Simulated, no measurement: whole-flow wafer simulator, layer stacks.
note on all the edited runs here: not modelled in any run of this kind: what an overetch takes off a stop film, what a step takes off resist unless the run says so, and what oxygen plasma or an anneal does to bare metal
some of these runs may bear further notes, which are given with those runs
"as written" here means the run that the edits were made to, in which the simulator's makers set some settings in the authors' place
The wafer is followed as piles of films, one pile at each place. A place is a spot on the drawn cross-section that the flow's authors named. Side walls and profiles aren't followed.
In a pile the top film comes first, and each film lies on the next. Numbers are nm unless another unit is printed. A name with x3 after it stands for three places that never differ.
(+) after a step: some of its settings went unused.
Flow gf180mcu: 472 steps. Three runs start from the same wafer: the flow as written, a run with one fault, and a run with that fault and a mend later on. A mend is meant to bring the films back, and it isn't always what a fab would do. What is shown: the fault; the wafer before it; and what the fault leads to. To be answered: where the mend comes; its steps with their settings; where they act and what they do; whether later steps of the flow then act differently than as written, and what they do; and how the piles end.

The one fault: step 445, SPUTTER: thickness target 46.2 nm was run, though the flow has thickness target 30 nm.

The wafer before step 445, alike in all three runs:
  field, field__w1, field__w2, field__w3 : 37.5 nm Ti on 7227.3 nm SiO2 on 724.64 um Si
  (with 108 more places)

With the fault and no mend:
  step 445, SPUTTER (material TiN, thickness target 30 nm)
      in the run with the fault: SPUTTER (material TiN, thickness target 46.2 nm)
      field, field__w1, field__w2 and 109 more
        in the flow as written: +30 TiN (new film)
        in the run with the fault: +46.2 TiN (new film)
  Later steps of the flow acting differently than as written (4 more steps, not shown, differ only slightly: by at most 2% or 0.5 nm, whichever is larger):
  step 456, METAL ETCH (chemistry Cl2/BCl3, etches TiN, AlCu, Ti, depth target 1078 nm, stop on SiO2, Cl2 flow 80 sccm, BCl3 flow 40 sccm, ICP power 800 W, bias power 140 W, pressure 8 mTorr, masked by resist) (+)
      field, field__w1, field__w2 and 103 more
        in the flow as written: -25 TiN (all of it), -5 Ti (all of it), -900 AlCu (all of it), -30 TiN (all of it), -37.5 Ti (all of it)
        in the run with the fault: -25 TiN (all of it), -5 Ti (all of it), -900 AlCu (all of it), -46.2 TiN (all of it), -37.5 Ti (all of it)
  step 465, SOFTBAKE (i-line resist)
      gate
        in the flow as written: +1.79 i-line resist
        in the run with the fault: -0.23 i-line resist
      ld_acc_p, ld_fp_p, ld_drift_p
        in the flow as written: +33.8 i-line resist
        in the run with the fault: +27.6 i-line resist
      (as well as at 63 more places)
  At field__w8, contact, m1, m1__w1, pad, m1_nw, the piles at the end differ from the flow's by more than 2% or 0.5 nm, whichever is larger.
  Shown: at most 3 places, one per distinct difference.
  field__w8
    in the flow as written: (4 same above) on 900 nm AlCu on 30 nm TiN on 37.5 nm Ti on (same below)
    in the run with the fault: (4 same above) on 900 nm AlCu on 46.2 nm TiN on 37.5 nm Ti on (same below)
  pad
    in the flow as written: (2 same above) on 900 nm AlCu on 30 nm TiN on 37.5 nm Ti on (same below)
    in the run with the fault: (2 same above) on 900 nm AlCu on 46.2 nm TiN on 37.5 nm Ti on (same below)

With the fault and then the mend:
  After step 445 comes the mend.
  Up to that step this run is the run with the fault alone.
  step 445a, METAL ETCH (chemistry Cl2/BCl3, etches TiN, AlCu, Ti, depth target 16.2 nm, Cl2 flow 80 sccm, BCl3 flow 40 sccm, ICP power 800 W, bias power 140 W, pressure 8 mTorr) (the flow's step 260, run once more with other settings)
      field, field__w1, field__w2 and 109 more
        -16.2 TiN
  Later steps of the flow that are run all act as written at every place that is followed.
  At every place that both follow, the piles at the end match the flow's.
